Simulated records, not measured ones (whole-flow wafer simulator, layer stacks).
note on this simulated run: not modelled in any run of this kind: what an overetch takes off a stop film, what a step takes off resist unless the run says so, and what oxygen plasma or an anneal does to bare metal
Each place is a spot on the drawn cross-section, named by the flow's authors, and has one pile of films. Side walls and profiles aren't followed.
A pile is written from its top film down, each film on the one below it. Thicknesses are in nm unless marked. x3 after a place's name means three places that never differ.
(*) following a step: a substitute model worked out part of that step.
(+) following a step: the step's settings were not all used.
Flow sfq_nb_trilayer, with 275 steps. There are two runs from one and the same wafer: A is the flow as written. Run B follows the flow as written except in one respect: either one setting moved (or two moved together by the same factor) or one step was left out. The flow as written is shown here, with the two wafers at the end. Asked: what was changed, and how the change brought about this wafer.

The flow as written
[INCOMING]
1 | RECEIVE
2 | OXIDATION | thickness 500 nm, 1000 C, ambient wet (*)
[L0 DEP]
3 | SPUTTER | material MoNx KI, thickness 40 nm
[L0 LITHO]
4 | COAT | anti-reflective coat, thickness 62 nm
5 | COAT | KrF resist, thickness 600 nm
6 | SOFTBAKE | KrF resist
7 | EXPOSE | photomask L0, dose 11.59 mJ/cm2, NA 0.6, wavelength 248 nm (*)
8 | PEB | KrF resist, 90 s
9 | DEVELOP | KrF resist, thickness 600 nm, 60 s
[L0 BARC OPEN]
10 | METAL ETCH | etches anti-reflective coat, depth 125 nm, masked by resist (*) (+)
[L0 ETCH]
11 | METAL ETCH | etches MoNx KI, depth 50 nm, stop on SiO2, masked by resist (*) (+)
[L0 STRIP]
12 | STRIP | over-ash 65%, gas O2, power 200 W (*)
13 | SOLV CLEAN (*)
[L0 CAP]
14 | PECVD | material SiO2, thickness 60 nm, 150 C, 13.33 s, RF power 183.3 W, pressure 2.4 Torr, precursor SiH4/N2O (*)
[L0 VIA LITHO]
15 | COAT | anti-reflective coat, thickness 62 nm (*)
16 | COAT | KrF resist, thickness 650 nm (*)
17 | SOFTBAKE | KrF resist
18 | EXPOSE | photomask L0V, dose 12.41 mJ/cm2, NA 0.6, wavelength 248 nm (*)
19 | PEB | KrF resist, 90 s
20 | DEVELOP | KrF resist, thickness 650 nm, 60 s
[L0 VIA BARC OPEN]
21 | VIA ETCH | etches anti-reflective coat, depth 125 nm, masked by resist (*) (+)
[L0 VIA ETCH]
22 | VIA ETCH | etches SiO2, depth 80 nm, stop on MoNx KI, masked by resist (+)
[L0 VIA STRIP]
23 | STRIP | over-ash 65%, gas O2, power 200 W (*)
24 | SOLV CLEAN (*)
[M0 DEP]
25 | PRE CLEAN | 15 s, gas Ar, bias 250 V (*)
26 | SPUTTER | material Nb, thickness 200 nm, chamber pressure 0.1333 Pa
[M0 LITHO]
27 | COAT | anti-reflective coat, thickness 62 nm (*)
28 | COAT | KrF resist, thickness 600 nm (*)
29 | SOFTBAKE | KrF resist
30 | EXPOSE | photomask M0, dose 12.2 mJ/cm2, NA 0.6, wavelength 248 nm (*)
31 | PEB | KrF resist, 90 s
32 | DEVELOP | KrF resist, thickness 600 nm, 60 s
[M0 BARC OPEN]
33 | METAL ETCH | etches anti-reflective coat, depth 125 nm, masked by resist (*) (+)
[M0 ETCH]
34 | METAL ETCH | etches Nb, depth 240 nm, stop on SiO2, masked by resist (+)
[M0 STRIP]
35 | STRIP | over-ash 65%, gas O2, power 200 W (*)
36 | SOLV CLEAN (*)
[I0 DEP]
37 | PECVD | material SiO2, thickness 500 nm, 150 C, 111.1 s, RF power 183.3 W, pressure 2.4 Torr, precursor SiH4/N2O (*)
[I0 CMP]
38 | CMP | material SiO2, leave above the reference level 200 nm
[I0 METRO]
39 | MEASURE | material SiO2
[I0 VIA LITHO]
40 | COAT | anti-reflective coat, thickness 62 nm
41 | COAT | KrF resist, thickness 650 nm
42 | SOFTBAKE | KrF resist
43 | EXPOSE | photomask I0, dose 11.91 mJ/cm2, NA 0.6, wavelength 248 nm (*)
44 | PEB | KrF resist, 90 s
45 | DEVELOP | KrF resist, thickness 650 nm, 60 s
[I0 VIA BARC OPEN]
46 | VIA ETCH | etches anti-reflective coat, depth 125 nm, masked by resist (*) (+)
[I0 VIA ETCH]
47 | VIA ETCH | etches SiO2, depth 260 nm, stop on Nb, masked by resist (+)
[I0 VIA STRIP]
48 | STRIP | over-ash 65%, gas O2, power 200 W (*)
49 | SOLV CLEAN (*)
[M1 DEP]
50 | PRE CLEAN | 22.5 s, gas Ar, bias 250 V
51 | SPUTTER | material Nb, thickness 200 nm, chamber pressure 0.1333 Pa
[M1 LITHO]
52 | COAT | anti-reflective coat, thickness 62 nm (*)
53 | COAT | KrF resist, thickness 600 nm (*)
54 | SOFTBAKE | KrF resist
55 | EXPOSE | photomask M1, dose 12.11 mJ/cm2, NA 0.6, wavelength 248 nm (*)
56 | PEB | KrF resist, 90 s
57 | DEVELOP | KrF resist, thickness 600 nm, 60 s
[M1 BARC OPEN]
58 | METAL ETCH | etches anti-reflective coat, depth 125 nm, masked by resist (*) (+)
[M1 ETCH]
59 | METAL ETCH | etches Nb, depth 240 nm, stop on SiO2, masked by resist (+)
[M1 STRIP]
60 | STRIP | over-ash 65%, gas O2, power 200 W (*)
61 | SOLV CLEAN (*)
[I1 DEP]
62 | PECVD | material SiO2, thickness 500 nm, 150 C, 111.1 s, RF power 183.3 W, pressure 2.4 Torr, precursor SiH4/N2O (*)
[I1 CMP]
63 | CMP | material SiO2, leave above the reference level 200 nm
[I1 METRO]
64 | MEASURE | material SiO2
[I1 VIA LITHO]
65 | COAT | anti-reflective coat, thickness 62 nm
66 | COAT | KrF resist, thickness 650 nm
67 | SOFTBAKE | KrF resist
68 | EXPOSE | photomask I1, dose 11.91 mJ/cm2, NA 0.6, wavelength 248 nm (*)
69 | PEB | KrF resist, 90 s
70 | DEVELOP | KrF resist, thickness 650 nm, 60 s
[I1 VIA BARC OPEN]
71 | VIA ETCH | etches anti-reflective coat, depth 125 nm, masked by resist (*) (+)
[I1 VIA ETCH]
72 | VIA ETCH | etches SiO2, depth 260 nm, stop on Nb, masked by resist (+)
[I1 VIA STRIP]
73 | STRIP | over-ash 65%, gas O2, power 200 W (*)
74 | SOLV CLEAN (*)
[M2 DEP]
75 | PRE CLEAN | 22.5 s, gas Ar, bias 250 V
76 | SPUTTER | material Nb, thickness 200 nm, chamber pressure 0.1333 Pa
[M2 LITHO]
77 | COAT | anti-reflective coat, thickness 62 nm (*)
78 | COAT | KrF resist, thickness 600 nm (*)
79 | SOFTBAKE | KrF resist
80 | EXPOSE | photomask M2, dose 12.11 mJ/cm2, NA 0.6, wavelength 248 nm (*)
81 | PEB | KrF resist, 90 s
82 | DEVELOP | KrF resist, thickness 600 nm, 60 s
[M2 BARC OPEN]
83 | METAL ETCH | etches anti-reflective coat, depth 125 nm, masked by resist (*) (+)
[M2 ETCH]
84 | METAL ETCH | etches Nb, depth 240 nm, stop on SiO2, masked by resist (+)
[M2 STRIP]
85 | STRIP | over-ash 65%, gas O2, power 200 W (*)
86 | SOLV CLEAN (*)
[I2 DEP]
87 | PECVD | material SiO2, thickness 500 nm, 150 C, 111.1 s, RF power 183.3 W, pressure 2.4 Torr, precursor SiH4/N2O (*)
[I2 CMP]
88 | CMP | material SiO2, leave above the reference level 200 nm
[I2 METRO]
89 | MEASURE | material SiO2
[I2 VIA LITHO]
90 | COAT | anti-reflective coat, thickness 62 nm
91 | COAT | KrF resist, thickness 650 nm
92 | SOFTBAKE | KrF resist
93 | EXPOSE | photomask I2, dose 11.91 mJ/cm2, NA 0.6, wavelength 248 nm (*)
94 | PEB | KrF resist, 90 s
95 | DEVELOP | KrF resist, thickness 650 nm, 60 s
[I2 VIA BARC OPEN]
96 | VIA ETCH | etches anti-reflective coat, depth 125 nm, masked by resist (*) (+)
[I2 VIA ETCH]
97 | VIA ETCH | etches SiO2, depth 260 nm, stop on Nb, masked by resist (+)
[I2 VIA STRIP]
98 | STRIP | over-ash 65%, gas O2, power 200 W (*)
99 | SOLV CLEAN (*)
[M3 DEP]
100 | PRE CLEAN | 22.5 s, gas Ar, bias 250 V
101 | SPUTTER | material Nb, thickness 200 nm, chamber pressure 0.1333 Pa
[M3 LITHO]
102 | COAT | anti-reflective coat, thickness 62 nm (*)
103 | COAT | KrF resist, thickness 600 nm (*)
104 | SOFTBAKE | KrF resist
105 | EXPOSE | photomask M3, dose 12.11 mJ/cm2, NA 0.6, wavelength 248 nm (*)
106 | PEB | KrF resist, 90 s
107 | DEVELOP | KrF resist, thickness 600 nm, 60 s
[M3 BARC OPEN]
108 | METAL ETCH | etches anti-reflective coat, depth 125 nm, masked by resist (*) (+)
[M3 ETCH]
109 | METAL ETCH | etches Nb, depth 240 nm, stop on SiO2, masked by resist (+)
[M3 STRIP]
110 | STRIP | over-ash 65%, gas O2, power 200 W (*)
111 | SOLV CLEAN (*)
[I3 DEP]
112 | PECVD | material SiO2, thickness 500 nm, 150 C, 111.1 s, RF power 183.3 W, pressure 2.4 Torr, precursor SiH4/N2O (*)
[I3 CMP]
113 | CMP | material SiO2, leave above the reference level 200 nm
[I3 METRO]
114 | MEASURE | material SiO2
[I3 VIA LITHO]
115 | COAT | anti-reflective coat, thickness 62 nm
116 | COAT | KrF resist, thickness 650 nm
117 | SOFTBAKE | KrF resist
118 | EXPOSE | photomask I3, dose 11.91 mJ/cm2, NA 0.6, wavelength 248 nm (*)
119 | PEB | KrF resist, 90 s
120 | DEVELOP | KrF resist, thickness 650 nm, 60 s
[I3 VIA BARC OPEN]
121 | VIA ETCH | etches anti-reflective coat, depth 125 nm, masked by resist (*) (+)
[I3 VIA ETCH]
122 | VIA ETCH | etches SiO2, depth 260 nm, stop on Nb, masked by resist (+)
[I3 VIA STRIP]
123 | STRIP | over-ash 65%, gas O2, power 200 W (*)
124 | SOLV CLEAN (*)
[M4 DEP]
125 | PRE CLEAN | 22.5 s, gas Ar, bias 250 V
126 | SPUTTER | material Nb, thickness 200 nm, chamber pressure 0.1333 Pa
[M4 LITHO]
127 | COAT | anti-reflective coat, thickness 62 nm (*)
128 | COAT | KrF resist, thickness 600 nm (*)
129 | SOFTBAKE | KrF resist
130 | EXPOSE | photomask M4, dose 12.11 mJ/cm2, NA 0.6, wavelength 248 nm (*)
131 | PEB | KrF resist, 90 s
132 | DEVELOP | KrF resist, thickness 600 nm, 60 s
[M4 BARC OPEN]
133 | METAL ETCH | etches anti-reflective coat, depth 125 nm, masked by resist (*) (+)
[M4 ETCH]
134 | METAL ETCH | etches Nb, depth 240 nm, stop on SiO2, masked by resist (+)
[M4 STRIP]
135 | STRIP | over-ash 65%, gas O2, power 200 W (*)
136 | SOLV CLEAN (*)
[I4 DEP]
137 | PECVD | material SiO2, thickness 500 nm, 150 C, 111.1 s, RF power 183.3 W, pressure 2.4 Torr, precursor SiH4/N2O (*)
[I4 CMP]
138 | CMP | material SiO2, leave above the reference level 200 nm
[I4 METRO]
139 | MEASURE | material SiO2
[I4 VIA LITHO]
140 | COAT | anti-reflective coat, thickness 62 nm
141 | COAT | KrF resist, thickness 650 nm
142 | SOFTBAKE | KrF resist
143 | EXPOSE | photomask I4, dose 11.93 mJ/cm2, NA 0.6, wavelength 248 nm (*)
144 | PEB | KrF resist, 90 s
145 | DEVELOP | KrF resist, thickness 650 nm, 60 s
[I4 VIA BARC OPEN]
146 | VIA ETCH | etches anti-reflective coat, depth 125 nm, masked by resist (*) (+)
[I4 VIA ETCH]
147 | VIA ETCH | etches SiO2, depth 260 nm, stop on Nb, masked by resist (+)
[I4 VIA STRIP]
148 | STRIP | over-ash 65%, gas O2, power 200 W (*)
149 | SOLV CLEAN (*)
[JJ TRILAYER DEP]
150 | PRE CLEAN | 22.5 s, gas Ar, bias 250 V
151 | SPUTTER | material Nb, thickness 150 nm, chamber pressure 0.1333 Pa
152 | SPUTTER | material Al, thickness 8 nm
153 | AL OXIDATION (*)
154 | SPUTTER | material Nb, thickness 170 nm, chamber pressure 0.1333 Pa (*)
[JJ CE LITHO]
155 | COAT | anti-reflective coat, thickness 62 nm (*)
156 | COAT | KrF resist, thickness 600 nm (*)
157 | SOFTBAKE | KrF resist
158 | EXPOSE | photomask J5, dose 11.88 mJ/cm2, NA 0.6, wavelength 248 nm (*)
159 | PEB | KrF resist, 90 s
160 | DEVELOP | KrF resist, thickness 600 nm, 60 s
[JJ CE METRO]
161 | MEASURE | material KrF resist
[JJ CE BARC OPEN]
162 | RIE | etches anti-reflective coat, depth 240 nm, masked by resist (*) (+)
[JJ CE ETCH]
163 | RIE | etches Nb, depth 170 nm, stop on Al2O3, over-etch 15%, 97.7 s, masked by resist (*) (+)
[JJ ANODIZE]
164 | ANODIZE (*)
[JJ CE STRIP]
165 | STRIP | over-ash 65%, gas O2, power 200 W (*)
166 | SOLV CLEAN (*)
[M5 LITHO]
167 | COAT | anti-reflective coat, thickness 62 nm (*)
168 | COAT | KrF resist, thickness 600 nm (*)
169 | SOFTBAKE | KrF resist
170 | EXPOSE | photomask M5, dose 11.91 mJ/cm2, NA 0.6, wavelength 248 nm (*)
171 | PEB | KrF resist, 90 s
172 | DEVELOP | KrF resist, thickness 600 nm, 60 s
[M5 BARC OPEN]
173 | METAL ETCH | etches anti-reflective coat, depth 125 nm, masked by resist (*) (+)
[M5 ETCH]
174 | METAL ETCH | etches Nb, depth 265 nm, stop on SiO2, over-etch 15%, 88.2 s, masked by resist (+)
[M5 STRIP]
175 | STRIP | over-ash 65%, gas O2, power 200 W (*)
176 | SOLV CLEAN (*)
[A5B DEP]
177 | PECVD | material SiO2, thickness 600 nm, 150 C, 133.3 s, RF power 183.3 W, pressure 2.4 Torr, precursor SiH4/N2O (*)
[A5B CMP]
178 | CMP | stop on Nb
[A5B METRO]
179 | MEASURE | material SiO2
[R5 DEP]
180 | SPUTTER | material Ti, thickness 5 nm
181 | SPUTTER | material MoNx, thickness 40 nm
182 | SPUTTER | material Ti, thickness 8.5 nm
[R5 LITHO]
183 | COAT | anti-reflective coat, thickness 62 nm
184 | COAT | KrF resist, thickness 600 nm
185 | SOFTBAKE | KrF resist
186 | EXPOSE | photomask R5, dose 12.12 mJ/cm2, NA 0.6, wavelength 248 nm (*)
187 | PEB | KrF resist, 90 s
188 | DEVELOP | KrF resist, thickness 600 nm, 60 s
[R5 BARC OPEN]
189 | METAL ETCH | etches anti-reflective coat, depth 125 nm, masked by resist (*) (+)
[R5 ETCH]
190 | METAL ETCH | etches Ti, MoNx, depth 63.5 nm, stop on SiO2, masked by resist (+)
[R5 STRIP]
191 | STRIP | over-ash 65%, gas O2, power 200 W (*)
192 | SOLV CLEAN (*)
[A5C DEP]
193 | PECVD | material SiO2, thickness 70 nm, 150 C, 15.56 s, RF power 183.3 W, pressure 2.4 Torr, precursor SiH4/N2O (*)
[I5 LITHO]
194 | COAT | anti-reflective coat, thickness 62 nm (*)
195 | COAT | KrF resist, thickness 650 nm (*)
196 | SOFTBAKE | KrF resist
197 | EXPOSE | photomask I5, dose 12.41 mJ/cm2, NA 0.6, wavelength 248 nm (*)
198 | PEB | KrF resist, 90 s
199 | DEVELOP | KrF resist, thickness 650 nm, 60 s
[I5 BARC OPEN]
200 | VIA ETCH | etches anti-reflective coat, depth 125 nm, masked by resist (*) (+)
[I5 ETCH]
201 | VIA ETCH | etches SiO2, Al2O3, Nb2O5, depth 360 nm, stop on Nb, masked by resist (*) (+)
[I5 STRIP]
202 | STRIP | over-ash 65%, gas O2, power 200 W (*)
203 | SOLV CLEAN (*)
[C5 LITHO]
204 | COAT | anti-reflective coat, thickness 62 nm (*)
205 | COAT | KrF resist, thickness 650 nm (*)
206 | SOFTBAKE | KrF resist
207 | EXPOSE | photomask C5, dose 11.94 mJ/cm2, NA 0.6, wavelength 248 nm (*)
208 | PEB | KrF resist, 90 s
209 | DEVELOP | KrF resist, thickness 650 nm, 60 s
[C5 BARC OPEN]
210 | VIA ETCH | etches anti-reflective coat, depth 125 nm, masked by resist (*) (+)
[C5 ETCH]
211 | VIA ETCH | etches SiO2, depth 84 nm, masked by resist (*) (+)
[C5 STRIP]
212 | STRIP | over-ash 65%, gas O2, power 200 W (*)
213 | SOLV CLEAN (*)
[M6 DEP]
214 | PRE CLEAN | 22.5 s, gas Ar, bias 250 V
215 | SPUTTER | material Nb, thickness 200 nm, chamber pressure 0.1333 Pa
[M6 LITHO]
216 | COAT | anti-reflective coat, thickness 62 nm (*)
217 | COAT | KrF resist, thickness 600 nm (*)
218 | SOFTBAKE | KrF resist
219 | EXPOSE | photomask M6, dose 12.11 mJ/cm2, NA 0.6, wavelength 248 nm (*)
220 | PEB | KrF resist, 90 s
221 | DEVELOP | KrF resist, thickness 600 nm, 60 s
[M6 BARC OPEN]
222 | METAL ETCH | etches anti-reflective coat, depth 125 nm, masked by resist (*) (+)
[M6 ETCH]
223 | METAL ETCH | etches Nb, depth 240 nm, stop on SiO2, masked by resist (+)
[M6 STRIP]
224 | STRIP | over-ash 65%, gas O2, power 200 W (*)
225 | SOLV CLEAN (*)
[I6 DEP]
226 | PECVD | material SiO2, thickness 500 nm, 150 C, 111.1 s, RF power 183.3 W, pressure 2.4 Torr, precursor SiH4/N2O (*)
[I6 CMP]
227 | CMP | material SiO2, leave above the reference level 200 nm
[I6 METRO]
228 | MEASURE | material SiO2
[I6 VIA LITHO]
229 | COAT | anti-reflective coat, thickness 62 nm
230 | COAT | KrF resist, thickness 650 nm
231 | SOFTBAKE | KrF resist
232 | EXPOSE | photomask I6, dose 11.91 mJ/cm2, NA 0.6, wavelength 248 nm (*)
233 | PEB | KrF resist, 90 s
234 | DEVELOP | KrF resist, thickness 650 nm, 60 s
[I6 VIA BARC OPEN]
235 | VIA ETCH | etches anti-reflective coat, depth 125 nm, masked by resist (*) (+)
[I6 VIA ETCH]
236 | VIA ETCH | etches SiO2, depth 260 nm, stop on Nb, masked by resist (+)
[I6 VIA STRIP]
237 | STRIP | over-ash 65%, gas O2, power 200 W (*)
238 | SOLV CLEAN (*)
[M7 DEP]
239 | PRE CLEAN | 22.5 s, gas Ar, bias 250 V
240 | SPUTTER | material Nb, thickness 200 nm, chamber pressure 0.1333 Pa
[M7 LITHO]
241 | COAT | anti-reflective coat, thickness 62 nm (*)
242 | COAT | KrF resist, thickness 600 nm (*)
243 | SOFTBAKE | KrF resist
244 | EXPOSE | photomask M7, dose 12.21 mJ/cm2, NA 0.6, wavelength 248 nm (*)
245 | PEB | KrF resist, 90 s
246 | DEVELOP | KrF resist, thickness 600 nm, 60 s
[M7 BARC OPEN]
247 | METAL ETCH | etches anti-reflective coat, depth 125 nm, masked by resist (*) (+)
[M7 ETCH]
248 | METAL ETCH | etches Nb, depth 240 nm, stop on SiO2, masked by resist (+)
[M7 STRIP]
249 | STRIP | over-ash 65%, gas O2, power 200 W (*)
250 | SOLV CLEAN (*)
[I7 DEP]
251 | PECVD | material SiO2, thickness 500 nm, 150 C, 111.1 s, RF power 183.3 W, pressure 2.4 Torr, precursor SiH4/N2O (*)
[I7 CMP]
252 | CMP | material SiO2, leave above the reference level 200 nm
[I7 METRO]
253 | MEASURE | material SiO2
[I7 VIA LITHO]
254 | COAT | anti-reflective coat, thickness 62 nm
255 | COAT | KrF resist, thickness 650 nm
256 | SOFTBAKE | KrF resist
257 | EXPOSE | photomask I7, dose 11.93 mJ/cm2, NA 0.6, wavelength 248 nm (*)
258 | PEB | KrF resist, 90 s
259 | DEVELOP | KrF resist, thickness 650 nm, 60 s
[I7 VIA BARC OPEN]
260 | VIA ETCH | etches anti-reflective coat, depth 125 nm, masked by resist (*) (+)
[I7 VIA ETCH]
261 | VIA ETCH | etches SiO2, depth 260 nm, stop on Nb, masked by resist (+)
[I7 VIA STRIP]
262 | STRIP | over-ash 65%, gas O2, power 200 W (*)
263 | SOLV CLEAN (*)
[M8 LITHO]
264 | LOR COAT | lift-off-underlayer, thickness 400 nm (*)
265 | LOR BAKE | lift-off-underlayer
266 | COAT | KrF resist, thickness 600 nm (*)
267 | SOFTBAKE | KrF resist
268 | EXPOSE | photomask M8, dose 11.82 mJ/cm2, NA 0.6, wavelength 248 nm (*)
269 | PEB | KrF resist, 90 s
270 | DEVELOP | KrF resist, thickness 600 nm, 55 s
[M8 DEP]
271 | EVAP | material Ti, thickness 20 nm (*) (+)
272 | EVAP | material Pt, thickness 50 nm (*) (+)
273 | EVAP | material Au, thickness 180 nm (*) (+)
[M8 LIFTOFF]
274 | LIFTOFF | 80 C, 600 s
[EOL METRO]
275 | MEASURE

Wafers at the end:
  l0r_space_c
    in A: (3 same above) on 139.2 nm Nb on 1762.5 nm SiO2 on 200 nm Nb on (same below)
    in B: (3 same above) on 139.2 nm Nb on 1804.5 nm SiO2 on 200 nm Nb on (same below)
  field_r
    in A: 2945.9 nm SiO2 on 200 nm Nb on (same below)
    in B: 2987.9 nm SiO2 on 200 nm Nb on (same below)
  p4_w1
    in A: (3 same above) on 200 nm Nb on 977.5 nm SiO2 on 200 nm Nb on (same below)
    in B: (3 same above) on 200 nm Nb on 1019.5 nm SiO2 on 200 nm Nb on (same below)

Cause: step 63, CMP: leave above the reference level 242 nm was run, while the flow as written has leave above the reference level 200 nm.

Step by step, how the change led to this:
  63 | CMP | material SiO2, leave above the reference level 200 nm
      field_l, be, be_sur and 72 more: A -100 SiO2 | B -58 SiO2
      v_sur, via_wl, via_wr and 20 more: A -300 SiO2 | B -258 SiO2
      (as well as at 8 more places)
  72 | VIA ETCH | etches SiO2, depth 260 nm, stop on Nb, masked by resist (+)
      via_v: A -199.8 SiO2 (all of it) | B -241.8 SiO2 (all of it)
  76 | SPUTTER | material Nb, thickness 200 nm, chamber pressure 0.1333 Pa
      via_v: A +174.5 Nb | B +166.7 Nb
  77 | COAT | anti-reflective coat, thickness 62 nm (*)
      via_v: A +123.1 anti-reflective coat (new film) | B +132 anti-reflective coat (new film)
      wire: A +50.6 anti-reflective coat (new film) | B +49.4 anti-reflective coat (new film)
  78 | COAT | KrF resist, thickness 600 nm (*)
      via_v: A +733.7 KrF resist (new film) | B +767.8 KrF resist (new film)
  85 | STRIP | over-ash 65%, gas O2, power 200 W (*)
      via_v: A -515.8 KrF resist (all of it), -123.1 anti-reflective coat (all of it) | B -549.8 KrF resist (all of it), -132 anti-reflective coat (all of it)
      wire: A -374.9 KrF resist (all of it), -50.6 anti-reflective coat (all of it) | B -371.9 KrF resist (all of it), -49.4 anti-reflective coat (all of it)
  87 | PECVD | material SiO2, thickness 500 nm, 150 C, 111.1 s, RF power 183.3 W, pressure 2.4 Torr, precursor SiH4/N2O (*)
      via_v: A +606 SiO2 (new film) | B +655.9 SiO2 (new film)
